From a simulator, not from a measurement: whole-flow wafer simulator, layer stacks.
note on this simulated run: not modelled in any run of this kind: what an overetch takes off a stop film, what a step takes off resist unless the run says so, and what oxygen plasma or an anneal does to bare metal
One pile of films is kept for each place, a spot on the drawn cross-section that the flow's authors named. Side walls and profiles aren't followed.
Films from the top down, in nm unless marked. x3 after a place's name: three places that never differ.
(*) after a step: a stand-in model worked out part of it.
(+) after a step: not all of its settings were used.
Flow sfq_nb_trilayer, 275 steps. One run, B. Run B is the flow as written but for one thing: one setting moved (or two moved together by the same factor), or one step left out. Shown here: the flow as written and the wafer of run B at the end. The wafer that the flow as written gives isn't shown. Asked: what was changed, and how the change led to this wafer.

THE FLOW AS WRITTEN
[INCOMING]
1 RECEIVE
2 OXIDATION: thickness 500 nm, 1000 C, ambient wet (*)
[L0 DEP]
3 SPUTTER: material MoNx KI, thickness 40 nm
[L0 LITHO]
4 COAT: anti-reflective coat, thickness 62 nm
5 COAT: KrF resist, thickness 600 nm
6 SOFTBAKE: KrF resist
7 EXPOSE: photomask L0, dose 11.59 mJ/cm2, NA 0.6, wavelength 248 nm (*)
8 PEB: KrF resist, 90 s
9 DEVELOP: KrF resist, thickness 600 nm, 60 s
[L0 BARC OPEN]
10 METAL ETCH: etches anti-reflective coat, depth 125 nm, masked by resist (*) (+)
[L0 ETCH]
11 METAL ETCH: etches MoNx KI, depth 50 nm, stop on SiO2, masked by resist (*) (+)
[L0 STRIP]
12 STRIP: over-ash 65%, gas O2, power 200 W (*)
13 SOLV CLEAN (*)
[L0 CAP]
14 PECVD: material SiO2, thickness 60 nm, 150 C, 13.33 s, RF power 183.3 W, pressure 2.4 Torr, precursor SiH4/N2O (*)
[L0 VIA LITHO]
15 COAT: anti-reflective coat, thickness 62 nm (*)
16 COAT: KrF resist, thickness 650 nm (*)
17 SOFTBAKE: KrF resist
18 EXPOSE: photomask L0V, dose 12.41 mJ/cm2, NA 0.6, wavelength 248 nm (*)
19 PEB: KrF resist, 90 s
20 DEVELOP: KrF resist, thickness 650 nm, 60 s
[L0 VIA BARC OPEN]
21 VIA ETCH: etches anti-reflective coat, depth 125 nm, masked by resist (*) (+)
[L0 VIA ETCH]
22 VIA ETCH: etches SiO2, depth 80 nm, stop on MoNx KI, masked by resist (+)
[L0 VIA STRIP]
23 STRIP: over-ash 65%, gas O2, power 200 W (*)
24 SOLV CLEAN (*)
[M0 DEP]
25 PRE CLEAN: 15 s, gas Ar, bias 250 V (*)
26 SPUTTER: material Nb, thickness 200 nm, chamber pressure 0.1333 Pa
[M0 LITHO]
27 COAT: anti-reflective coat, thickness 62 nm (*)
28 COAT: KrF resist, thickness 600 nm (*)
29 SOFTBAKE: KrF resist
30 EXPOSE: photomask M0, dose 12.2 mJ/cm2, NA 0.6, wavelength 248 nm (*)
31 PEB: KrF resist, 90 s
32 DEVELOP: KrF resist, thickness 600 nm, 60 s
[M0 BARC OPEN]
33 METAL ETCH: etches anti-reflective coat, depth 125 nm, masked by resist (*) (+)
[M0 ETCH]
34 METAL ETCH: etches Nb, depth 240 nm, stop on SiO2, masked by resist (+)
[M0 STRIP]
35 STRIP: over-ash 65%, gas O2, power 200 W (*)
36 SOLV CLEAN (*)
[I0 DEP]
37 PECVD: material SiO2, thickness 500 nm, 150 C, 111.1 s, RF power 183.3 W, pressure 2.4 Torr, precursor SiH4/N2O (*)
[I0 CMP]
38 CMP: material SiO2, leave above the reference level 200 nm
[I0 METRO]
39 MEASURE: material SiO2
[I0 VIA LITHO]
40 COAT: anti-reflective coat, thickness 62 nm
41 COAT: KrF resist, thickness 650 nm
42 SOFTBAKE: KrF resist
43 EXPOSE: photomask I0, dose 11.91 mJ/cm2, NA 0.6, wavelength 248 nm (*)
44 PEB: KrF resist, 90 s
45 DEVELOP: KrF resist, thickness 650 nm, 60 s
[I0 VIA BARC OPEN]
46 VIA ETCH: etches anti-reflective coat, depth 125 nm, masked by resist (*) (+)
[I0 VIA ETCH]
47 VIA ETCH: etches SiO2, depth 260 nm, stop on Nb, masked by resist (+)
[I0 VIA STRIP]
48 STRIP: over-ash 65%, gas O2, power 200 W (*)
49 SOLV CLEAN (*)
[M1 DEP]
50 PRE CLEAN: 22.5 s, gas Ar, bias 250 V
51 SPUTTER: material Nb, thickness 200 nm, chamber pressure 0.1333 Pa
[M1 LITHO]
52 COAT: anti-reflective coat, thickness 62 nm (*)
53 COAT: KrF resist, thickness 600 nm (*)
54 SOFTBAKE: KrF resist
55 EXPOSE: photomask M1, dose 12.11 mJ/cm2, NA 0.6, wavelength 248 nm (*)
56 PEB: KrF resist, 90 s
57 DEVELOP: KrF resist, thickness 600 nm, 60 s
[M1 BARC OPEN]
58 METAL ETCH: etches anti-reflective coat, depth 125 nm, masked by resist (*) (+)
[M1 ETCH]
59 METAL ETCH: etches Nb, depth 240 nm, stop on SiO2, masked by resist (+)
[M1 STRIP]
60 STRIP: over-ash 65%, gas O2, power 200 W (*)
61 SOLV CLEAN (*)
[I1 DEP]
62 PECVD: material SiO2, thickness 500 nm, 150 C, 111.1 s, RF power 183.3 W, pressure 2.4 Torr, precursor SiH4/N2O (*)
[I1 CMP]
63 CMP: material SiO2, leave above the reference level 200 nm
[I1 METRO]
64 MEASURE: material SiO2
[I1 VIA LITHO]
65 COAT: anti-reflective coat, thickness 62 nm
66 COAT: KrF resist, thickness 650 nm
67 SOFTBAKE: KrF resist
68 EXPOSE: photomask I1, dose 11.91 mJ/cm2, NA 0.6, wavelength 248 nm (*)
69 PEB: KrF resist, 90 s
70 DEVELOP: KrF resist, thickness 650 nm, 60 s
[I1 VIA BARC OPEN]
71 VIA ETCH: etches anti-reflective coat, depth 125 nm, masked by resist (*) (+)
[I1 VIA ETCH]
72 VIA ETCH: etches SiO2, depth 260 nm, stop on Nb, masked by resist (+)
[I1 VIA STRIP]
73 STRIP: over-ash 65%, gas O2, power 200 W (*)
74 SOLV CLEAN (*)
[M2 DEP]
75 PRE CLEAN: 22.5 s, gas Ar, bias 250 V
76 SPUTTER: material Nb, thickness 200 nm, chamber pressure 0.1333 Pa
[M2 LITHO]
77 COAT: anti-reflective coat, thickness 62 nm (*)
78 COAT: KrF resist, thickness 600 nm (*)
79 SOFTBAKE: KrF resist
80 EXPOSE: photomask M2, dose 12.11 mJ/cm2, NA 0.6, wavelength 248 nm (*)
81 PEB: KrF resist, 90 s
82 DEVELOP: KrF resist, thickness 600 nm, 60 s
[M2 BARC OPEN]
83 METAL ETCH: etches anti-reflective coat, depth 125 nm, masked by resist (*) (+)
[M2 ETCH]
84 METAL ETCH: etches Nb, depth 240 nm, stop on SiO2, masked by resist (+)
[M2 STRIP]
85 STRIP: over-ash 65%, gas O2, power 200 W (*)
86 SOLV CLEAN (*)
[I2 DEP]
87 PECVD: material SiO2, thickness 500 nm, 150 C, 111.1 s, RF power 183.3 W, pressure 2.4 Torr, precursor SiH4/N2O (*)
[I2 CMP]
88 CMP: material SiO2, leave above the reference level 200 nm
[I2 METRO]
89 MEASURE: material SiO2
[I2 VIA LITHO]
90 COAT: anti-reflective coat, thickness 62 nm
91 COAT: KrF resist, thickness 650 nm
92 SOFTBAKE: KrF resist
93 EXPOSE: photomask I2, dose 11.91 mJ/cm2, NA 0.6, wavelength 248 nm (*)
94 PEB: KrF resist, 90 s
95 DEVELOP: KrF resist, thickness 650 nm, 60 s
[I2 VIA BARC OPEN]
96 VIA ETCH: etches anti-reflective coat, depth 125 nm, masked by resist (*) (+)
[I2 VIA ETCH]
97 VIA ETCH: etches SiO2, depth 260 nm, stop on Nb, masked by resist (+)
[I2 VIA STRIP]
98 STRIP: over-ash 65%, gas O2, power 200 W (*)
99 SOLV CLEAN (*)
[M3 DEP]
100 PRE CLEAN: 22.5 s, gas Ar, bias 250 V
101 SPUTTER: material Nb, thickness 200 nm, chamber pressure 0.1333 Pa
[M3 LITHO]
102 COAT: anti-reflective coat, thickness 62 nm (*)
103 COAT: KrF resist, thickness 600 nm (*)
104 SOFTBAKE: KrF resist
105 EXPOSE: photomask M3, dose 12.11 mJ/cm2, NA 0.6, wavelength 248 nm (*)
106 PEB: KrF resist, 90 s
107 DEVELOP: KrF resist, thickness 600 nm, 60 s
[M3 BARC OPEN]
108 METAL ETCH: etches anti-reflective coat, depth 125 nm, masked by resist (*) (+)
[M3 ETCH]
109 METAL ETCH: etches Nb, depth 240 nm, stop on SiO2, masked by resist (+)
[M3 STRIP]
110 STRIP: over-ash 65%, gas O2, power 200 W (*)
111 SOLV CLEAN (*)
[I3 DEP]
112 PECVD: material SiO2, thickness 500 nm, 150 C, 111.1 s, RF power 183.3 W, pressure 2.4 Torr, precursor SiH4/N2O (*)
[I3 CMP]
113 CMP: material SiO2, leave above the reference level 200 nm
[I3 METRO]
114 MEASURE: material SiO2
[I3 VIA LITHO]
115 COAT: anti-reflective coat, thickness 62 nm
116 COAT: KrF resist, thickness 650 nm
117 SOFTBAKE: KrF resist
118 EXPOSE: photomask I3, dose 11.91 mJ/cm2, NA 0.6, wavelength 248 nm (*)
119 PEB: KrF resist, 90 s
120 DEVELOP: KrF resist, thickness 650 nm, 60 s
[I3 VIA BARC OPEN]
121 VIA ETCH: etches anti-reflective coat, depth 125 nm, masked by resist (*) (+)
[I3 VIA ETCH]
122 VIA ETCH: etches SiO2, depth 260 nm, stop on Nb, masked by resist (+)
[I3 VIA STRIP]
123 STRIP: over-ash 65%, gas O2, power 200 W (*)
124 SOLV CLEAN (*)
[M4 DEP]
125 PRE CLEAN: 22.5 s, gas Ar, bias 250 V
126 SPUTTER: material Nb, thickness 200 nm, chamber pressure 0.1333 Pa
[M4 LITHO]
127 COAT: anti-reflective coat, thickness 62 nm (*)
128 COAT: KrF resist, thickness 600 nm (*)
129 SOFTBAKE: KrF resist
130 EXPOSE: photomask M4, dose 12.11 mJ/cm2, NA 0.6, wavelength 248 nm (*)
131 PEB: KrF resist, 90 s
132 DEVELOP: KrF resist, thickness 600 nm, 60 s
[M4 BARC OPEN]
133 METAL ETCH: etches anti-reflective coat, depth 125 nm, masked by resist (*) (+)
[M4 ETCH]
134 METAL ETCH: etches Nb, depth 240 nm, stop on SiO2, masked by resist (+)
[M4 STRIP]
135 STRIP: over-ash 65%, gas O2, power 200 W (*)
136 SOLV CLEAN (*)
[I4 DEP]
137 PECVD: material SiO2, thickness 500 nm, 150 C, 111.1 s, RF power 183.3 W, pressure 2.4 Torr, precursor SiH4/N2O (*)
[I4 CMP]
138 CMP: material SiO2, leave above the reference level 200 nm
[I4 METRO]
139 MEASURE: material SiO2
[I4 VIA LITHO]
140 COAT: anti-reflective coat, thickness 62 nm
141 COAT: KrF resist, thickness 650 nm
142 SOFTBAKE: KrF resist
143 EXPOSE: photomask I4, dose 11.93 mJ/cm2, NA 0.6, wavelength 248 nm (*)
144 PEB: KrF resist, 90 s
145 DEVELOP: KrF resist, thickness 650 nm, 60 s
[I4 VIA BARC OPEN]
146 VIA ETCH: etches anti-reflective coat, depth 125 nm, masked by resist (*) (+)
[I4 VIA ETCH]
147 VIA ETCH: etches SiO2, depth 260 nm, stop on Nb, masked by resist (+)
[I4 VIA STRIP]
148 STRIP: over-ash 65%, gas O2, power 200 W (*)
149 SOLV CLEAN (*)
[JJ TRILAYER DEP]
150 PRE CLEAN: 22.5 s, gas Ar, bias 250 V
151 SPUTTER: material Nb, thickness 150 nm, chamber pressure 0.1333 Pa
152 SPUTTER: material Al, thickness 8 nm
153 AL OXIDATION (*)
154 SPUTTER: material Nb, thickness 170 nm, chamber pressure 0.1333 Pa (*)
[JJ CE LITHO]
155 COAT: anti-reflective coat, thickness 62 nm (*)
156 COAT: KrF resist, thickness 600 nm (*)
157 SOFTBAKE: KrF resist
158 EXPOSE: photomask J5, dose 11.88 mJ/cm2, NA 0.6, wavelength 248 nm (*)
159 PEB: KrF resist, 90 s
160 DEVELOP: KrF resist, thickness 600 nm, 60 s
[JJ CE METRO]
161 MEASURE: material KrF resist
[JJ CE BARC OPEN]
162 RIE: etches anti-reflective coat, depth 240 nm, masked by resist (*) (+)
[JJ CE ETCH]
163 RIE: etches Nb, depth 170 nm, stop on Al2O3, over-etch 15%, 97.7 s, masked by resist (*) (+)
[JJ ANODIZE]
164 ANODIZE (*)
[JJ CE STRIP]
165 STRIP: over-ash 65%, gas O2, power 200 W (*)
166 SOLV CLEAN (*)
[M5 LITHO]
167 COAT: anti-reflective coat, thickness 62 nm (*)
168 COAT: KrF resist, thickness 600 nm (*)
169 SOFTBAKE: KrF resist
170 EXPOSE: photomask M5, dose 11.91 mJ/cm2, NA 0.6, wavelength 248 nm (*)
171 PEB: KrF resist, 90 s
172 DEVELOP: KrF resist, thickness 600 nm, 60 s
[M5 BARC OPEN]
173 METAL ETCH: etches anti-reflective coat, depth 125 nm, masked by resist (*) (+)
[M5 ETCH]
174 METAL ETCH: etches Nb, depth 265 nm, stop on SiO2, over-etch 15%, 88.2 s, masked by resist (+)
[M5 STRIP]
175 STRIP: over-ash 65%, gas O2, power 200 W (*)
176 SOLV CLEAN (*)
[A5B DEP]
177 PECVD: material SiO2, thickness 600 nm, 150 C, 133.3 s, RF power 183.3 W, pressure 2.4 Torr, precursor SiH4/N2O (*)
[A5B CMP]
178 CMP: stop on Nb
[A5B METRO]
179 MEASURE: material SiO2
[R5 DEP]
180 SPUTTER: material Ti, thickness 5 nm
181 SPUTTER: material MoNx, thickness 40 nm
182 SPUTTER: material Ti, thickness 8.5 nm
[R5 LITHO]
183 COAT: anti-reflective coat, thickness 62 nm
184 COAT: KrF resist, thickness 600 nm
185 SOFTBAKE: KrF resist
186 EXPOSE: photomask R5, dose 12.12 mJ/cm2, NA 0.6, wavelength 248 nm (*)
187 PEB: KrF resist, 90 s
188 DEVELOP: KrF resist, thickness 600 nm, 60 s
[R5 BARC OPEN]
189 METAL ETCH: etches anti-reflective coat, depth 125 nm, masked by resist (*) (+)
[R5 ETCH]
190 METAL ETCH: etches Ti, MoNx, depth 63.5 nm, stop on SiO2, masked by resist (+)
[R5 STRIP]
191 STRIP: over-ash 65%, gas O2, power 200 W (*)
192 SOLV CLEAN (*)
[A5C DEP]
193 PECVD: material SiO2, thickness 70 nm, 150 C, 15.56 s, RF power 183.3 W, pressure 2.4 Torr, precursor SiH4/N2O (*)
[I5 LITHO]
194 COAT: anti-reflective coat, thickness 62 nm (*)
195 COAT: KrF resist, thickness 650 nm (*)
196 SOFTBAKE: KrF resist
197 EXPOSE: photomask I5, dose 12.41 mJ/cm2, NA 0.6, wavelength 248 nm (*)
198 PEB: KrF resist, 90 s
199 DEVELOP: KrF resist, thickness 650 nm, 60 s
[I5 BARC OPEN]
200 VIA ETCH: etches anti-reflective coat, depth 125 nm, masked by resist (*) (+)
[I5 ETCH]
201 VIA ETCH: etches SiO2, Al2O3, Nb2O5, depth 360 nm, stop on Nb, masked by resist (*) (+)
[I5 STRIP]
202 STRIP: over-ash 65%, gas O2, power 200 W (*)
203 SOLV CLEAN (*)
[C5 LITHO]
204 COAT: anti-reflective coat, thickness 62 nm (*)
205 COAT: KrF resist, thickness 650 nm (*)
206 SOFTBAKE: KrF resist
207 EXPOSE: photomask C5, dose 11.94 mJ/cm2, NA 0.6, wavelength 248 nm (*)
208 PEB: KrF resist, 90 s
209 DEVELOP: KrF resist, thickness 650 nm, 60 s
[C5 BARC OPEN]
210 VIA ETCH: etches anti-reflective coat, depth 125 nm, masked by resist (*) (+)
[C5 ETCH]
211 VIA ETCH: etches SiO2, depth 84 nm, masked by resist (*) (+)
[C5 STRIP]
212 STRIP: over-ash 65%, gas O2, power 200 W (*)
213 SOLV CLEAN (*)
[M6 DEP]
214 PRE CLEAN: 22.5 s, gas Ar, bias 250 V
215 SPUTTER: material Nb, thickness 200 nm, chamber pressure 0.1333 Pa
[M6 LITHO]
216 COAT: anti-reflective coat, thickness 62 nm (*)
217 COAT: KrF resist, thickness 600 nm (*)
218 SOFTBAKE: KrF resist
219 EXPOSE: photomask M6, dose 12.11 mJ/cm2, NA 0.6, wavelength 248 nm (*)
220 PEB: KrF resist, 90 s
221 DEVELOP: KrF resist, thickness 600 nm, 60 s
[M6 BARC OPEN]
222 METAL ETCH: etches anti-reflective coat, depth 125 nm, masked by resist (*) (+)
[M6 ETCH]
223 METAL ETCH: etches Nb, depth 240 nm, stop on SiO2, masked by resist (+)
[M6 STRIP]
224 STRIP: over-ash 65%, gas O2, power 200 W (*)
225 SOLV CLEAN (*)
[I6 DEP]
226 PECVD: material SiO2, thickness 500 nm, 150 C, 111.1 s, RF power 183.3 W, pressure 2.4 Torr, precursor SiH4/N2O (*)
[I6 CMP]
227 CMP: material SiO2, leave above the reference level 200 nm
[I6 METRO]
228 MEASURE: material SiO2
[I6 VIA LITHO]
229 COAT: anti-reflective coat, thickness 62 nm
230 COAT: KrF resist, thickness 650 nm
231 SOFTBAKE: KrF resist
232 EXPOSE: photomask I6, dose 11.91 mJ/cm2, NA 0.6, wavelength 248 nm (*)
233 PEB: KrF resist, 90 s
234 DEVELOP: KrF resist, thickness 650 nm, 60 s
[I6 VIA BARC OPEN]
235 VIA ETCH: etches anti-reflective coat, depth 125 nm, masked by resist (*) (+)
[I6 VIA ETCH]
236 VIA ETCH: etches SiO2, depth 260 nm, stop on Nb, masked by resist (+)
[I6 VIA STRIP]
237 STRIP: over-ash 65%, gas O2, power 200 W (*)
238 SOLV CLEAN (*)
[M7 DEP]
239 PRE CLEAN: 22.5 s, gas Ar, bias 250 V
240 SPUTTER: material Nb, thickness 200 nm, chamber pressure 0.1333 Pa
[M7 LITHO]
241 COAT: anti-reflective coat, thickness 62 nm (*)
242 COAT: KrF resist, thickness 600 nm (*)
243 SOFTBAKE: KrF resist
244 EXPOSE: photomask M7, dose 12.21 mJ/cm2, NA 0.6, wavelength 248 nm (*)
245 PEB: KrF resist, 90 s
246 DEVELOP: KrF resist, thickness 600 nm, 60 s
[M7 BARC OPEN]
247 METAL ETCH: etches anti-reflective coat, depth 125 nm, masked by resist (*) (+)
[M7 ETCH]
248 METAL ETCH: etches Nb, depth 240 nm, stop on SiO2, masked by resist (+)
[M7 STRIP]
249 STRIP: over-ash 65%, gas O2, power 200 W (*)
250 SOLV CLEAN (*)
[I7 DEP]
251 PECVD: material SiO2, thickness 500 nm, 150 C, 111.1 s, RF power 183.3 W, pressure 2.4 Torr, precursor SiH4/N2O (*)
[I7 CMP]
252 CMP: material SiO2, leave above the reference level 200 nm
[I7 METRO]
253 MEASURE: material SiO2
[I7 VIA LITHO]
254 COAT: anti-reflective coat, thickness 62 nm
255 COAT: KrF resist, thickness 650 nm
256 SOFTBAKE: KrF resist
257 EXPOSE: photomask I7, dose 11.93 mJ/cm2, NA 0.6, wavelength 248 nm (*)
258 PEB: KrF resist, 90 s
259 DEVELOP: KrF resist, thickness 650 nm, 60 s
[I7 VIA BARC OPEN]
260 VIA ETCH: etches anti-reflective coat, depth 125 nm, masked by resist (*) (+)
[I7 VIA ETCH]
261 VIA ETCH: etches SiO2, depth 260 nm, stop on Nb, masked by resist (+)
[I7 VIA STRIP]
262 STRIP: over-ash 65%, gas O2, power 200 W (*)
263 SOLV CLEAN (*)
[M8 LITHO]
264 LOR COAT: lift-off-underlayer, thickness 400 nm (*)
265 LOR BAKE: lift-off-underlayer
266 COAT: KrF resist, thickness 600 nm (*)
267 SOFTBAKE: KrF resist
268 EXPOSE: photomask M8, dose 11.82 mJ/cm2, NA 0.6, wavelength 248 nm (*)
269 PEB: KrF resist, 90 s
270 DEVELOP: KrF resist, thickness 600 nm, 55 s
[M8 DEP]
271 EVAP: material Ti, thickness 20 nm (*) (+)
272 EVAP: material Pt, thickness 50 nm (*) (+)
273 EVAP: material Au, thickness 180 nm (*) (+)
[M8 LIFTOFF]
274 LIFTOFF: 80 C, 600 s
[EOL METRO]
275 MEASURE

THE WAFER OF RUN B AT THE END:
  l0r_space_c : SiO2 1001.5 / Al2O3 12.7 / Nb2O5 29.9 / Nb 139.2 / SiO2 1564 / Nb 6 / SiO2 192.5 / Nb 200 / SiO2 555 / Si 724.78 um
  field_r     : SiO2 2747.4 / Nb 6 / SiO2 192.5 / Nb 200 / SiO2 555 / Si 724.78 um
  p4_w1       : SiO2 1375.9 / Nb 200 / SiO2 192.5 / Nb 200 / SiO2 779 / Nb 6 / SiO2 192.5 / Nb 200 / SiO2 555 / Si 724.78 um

The cause: step 59, METAL ETCH: depth 194 nm was run, where the flow has depth 240 nm.

How the change led to this, step by step:
  59 METAL ETCH: etches Nb, depth 240 nm, stop on SiO2, masked by resist (+)
      field_l, be, be_sur and 79 more: Nb -194 (as written it would be: Nb -200 (all of it))
      v_sur, via_wl, via_w and 21 more: KrF resist -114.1 (as written it would be: KrF resist -141.2)
  60 STRIP: over-ash 65%, gas O2, power 200 W (*)
      wl_j_sl, wl_jj, wl_j_sr and 13 more: KrF resist -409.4 (all of it), anti-reflective coat -62 (all of it) (as written it would be: KrF resist -382.4 (all of it), anti-reflective coat -62 (all of it))
      v_sur: KrF resist -392.9 (all of it), anti-reflective coat -61.1 (all of it) (as written it would be: KrF resist -365.9 (all of it), anti-reflective coat -61.1 (all of it))
      (and at 7 more places)
  62 PECVD: material SiO2, thickness 500 nm, 150 C, 111.1 s, RF power 183.3 W, pressure 2.4 Torr, precursor SiH4/N2O (*)
      field_l, be, be_sur and 72 more: SiO2 +500 (new film) (as written it would be: SiO2 +500)
      lsp_m, ln_m6, lsp_r, l0_sur, l0v: SiO2 +500 (new film) (as written it would be: SiO2 +494.9)
      (and at 2 more places)
  63 CMP: material SiO2, leave above the reference level 200 nm
      field_l, be, be_sur and 72 more: SiO2 -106 (as written it would be: SiO2 -100)
      lsp_m, ln_m6, lsp_r, l0_sur, l0v: SiO2 -106 (as written it would be: SiO2 -94.9)
Counting metal films that touch as one body, l0r_space_c has 3 bodies (between them, from the top down: SiO2 1564; SiO2 192.5); the flow as written gives 2 bodies (between them, from the top down: SiO2 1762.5).
Counting metal films that touch as one body, field_r has 2 bodies (between them, from the top down: SiO2 192.5); the flow as written gives 1 body.
Counting metal films that touch as one body, p4_w1 has 4 bodies (between them, from the top down: SiO2 192.5; SiO2 779; SiO2 192.5); the flow as written gives 3 bodies (between them, from the top down: SiO2 192.5; SiO2 977.5).
